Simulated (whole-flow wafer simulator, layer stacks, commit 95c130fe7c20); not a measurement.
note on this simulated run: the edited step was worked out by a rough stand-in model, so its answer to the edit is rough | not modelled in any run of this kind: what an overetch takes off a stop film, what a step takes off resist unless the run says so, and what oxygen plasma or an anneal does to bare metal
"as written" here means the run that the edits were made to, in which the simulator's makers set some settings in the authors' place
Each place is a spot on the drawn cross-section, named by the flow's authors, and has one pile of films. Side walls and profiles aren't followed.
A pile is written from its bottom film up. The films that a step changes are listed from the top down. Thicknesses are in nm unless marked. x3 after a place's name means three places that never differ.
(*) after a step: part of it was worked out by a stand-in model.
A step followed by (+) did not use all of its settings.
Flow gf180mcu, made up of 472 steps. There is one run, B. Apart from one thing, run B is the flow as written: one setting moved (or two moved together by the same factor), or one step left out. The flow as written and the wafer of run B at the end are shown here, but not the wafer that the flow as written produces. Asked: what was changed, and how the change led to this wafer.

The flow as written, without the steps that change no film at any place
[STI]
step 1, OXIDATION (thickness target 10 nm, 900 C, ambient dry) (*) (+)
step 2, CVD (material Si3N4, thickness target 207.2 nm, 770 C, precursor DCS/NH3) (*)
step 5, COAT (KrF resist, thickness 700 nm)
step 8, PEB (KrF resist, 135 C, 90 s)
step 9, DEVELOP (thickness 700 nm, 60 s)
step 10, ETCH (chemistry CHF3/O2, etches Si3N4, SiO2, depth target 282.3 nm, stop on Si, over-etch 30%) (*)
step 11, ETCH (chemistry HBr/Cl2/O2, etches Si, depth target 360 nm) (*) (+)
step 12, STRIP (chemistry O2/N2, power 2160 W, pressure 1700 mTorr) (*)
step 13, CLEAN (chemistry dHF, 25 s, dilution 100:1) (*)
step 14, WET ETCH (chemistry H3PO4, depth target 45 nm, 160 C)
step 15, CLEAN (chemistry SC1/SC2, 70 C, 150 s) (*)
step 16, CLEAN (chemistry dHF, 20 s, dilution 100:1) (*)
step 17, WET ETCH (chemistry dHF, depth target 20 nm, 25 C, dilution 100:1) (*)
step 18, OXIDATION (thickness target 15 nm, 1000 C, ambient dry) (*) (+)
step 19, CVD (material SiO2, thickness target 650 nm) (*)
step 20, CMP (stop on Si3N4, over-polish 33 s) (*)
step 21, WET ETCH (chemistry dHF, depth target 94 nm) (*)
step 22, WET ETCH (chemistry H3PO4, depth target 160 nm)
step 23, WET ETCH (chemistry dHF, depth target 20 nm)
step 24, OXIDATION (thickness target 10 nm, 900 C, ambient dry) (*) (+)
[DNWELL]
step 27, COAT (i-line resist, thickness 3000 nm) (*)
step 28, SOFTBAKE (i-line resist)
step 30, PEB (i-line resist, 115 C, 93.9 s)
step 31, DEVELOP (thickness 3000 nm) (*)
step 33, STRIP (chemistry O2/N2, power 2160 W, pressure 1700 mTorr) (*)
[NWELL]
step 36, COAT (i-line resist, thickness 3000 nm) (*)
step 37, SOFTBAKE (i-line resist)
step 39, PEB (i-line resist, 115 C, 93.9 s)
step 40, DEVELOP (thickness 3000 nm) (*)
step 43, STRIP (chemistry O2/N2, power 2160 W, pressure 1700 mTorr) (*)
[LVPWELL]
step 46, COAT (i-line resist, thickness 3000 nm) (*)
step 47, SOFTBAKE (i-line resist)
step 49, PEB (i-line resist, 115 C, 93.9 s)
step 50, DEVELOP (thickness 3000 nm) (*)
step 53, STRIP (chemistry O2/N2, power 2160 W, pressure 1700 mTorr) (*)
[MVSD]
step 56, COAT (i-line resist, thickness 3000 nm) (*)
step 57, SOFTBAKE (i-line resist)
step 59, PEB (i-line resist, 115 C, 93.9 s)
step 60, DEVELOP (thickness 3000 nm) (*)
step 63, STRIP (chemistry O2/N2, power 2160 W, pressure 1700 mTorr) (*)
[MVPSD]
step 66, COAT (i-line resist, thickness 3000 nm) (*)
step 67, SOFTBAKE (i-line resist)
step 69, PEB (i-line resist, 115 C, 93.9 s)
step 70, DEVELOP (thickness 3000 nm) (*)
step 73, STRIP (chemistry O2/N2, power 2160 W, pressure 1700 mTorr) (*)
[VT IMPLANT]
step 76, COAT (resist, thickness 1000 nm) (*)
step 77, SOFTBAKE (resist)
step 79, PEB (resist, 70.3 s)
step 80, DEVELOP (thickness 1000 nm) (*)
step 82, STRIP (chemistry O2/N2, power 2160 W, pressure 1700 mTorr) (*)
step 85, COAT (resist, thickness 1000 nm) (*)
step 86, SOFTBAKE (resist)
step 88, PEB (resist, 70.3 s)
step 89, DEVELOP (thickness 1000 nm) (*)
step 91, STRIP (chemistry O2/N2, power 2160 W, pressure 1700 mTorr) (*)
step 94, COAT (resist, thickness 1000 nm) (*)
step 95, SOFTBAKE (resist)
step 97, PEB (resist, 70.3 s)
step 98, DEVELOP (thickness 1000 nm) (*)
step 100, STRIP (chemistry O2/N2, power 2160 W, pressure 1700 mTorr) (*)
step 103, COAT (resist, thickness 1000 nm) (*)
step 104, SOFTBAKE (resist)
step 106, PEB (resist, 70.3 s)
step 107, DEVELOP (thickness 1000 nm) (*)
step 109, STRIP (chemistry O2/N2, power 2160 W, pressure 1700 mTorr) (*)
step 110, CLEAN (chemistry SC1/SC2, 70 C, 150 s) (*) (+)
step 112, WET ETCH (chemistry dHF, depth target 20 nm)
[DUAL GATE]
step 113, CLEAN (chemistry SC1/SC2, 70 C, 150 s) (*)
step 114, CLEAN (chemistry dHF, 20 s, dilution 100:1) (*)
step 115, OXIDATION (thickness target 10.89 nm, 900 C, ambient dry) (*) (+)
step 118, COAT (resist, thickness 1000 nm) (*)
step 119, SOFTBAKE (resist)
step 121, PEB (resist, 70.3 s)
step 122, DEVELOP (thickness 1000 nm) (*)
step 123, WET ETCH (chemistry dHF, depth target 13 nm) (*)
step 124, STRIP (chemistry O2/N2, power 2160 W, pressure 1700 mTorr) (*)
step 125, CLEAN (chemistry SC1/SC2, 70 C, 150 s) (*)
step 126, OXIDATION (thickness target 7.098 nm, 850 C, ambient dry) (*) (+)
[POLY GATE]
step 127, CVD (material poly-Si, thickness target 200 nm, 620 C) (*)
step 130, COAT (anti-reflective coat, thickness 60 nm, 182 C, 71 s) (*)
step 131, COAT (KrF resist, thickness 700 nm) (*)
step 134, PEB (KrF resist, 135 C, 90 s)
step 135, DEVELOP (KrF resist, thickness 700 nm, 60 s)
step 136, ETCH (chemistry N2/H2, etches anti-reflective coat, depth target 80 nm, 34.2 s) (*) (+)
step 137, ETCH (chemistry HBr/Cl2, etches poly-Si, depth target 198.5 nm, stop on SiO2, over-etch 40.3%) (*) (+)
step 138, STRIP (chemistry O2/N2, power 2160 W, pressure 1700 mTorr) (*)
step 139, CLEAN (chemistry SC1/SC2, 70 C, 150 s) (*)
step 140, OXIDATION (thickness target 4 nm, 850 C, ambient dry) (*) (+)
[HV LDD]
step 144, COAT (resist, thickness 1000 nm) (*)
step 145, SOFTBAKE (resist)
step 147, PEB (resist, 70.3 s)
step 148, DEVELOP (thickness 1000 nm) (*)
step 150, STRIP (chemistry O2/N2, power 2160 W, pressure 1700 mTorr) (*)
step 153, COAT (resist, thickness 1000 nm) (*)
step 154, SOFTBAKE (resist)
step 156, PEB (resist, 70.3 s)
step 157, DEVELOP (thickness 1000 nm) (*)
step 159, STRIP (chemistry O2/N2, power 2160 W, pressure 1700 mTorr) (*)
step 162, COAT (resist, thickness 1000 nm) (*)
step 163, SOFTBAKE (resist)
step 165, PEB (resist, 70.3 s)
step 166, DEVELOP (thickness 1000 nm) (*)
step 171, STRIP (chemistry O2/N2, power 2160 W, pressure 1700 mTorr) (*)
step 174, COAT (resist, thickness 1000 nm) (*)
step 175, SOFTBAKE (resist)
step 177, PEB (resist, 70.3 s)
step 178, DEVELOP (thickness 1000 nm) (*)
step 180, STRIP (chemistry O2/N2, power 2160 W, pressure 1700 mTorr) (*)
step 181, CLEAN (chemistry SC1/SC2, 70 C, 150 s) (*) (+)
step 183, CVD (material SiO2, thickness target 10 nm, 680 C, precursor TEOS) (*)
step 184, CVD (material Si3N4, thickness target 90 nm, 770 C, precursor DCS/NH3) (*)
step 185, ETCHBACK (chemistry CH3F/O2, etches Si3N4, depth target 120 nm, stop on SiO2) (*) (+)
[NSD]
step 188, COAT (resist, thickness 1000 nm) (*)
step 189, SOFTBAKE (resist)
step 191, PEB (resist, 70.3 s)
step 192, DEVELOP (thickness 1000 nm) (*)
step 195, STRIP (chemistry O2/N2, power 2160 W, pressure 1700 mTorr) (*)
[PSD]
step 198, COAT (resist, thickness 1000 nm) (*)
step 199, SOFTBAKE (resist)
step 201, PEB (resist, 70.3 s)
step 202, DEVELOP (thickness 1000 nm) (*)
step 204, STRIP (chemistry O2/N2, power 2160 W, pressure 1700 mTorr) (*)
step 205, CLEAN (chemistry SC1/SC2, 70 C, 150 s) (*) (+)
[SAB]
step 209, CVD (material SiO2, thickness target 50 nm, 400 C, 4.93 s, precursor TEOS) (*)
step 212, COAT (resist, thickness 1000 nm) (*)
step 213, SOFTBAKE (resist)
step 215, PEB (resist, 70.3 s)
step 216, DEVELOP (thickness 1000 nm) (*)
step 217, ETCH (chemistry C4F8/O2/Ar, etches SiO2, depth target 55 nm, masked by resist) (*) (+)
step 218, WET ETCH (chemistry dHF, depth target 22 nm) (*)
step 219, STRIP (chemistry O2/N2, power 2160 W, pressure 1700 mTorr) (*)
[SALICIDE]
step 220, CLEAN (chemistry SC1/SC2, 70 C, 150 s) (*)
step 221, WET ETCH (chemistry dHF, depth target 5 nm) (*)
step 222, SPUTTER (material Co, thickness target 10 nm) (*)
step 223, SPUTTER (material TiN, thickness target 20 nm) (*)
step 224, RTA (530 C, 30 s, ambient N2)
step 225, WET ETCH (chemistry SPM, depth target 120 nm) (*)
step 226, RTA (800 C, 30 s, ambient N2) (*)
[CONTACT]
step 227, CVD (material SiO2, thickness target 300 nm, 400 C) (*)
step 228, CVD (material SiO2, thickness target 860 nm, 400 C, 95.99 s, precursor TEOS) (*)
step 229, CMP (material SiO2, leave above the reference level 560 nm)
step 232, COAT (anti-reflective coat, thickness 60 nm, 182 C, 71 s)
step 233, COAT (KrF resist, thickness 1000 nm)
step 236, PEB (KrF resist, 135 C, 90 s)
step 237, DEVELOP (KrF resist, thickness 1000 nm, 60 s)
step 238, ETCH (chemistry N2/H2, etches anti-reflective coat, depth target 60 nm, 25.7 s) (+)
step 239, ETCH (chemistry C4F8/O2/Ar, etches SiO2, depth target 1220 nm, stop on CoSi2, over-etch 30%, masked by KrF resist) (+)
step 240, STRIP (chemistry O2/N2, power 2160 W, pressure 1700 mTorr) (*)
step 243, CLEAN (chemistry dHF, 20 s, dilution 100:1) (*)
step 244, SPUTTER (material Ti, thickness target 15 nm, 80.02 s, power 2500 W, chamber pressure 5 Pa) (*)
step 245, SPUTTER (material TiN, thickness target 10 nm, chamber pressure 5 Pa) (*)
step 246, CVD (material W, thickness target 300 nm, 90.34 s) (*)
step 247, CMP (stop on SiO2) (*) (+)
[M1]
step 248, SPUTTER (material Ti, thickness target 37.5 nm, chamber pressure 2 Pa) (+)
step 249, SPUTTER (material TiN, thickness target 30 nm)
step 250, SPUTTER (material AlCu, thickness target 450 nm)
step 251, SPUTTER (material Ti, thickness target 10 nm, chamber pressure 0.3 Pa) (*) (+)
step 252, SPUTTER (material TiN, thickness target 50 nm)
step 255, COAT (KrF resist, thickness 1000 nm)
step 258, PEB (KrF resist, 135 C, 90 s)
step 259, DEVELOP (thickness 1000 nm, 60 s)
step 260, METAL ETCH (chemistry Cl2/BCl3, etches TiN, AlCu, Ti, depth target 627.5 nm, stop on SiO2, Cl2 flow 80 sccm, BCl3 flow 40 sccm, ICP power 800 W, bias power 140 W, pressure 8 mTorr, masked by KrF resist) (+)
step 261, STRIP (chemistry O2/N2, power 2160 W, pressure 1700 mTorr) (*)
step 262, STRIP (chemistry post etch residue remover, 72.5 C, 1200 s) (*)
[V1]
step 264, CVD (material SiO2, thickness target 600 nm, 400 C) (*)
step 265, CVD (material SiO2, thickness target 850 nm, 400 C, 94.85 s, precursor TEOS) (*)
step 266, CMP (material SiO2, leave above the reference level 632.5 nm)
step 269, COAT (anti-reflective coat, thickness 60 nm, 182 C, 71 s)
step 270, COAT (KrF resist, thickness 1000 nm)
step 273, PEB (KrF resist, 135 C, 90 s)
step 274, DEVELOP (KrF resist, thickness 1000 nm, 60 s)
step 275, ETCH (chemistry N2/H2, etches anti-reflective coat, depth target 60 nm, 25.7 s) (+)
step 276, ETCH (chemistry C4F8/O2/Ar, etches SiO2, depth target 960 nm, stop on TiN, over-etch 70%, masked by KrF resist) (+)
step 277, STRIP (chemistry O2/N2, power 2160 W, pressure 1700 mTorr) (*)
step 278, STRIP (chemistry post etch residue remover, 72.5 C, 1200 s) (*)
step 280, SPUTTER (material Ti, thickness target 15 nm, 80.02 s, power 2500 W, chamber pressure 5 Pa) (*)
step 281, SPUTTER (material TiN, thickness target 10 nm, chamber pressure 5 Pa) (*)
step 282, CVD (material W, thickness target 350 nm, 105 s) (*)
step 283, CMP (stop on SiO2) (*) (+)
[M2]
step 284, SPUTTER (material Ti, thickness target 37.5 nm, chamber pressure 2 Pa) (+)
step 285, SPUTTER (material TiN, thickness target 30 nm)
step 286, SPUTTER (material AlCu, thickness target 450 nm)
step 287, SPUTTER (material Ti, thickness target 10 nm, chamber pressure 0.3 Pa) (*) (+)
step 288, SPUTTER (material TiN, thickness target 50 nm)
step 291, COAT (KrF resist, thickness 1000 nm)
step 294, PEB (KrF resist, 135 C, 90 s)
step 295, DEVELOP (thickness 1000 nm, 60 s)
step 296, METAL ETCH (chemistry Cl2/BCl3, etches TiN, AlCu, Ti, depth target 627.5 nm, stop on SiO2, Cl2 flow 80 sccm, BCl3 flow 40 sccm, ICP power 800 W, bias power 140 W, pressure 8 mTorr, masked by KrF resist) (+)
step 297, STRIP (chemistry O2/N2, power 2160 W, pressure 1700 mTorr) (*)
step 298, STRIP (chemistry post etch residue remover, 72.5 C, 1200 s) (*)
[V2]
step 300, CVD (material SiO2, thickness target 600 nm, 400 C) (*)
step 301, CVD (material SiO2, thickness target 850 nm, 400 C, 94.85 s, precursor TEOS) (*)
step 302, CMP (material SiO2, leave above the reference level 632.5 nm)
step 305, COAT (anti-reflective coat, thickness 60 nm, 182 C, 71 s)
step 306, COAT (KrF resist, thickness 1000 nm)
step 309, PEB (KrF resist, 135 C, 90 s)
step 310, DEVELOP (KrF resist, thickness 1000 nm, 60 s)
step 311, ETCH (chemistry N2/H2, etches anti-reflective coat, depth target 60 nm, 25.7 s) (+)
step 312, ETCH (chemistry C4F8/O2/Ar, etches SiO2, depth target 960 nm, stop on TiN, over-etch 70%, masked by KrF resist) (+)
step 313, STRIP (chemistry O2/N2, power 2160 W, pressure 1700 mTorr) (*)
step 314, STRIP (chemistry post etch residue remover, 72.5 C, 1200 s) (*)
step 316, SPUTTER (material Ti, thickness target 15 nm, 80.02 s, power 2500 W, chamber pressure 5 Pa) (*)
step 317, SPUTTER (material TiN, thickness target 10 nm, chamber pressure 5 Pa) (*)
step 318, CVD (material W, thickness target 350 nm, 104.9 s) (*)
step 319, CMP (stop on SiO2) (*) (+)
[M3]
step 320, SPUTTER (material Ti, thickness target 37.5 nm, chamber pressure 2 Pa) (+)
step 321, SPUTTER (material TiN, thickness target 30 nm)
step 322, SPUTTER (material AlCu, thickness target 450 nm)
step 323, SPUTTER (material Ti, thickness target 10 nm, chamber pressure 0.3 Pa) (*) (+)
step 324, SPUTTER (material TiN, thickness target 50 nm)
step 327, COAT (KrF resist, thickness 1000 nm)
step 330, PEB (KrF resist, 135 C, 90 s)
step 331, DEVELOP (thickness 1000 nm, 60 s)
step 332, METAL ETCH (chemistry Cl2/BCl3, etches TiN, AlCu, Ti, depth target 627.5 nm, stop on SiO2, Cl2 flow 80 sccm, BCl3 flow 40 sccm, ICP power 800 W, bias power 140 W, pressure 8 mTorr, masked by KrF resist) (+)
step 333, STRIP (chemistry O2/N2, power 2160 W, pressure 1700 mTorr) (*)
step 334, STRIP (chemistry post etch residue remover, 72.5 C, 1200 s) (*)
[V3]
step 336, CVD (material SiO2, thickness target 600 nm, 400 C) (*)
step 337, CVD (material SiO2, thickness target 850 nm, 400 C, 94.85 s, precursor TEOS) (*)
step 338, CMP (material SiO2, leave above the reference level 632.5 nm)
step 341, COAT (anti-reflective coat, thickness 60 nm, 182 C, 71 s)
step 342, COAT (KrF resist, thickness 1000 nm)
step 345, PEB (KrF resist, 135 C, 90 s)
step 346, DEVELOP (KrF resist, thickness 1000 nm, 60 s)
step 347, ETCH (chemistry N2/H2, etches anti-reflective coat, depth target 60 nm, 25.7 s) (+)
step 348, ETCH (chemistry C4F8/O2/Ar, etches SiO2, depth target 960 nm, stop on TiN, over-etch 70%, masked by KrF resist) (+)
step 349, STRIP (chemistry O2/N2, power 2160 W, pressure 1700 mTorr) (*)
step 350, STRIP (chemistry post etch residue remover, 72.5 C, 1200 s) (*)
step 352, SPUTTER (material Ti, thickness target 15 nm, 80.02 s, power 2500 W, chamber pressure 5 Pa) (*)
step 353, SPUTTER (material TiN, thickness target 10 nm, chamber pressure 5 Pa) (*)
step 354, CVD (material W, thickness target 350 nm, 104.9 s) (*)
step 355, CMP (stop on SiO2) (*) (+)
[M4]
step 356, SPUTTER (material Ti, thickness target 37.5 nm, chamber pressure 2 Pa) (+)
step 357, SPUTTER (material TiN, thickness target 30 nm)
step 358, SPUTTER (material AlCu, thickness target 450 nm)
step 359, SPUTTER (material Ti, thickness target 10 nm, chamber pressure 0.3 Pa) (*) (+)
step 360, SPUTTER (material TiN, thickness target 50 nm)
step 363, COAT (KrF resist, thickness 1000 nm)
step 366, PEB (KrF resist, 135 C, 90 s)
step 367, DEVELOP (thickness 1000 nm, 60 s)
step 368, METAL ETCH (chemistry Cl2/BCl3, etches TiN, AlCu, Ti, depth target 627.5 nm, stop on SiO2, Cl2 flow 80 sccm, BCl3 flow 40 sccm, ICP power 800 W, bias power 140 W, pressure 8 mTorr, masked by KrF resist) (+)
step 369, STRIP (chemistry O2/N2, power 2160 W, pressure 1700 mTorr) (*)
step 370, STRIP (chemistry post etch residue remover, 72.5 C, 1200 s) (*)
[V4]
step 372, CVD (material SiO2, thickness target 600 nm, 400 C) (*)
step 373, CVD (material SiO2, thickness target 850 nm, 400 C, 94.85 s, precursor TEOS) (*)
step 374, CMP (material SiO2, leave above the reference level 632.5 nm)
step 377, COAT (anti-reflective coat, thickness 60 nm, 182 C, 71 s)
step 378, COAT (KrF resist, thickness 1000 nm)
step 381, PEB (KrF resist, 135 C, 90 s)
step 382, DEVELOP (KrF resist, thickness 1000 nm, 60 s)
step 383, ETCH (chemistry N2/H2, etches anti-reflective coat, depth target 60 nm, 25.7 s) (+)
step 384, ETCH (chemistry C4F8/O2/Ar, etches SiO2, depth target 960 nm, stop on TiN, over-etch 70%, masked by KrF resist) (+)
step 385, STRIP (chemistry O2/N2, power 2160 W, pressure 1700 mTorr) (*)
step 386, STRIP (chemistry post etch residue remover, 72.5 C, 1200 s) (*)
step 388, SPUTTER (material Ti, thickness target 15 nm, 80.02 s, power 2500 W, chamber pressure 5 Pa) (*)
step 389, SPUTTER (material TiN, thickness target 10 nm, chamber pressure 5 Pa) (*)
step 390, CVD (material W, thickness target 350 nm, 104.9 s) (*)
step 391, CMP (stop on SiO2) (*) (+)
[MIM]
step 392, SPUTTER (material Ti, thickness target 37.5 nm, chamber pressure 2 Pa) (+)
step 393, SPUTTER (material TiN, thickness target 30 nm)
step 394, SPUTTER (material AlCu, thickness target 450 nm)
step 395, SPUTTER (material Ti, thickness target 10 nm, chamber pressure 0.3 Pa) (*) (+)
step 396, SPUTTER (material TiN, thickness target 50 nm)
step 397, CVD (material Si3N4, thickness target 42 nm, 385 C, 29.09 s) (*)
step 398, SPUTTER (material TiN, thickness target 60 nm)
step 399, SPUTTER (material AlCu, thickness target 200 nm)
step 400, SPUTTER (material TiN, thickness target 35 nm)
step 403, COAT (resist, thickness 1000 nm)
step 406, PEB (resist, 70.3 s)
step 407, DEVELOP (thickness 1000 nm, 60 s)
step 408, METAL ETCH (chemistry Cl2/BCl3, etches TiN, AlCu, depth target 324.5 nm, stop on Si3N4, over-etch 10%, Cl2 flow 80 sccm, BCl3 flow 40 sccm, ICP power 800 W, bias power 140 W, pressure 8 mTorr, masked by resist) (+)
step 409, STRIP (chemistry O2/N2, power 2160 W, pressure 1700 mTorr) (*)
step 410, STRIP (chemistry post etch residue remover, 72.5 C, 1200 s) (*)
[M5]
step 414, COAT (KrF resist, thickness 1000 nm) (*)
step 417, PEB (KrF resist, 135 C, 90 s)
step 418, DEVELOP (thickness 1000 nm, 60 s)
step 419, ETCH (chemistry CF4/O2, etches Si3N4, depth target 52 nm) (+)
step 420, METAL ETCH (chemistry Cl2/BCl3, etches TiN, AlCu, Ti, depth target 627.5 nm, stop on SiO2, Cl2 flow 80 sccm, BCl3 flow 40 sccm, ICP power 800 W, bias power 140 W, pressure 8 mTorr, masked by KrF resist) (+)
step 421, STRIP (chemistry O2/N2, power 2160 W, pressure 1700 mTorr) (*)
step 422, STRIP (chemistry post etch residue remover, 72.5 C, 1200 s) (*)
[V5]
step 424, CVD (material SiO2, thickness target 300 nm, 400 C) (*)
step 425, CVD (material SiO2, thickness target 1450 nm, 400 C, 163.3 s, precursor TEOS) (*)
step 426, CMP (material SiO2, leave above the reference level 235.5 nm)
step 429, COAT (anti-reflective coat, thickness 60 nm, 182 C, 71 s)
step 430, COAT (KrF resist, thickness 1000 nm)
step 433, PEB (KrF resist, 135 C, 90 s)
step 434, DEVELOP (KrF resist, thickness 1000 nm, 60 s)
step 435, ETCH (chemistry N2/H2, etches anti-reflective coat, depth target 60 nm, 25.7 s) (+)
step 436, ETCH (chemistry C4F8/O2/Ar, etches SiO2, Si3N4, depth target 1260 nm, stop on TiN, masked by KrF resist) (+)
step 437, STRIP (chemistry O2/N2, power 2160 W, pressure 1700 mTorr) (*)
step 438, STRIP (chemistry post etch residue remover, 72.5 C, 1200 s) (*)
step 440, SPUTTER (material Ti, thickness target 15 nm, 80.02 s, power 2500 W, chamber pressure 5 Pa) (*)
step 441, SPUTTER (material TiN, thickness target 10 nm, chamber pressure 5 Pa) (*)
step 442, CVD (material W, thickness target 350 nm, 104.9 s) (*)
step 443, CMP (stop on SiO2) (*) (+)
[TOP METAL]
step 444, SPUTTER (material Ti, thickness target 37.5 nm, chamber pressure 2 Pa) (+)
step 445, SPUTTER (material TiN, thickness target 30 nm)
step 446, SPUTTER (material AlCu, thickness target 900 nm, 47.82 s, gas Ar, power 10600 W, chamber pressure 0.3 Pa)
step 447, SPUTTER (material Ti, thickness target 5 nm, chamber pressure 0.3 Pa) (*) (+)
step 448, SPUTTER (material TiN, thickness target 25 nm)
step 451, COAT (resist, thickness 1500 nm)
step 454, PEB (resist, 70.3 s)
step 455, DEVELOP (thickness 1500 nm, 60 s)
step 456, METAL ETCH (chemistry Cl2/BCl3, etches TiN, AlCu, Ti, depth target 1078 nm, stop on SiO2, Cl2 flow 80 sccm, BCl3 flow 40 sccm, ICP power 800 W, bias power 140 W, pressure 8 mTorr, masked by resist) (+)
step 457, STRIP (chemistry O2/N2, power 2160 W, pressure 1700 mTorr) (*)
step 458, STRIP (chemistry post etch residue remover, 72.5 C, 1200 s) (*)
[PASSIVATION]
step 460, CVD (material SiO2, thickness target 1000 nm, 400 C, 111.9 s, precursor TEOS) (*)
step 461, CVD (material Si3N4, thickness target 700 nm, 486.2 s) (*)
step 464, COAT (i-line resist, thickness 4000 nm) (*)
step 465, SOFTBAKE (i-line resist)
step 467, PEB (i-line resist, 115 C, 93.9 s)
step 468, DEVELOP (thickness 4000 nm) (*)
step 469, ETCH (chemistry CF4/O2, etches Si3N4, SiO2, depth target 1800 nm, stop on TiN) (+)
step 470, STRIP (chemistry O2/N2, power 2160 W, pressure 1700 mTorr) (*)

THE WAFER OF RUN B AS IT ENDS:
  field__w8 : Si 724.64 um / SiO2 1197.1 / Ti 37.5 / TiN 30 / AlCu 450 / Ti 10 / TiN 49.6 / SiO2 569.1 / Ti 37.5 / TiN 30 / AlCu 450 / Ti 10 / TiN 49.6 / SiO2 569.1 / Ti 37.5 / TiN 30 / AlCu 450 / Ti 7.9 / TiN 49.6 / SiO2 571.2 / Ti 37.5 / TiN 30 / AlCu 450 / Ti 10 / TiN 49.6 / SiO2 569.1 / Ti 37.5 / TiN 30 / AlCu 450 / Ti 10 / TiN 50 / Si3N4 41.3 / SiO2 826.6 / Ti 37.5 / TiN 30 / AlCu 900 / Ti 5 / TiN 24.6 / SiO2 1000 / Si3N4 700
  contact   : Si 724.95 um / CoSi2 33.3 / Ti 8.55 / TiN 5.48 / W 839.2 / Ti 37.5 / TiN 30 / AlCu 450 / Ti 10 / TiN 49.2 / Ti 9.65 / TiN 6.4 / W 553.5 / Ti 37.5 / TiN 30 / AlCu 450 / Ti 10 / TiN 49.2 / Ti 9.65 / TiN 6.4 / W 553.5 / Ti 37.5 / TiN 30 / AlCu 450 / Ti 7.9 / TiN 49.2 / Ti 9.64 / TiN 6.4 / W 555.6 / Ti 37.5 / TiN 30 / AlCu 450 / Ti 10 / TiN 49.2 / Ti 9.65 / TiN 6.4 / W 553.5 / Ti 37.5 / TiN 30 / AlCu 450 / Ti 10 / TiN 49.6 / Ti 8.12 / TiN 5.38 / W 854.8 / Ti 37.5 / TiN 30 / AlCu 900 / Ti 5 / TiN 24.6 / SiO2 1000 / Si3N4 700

Cause: step 323, SPUTTER: thickness target 7.9 nm was run, whereas the flow has thickness target 10 nm.
The wafer lets one read it off: field__w8 has Ti 7.9, and step 323 as written asks for 10 nm.

How this came from the change, step by step:
  step 323, SPUTTER (material Ti, thickness target 10 nm, chamber pressure 0.3 Pa) (*) (+)
      field, field__w1, field__w2 and 108 more: Ti gains 7.9 (new film) (it would be, as written: Ti gains 10 (new film))
  step 332, METAL ETCH (chemistry Cl2/BCl3, etches TiN, AlCu, Ti, depth target 627.5 nm, stop on SiO2, Cl2 flow 80 sccm, BCl3 flow 40 sccm, ICP power 800 W, bias power 140 W, pressure 8 mTorr, masked by KrF resist) (+)
      field, field__w1, field__w2 and 103 more: TiN loses 50 (all of it), Ti loses 7.9 (all of it), AlCu loses 450 (all of it), TiN loses 30 (all of it), Ti loses 37.5 (all of it) (it would be, as written: TiN loses 50 (all of it), Ti loses 10 (all of it), AlCu loses 450 (all of it), TiN loses 30 (all of it), Ti loses 37.5 (all of it))
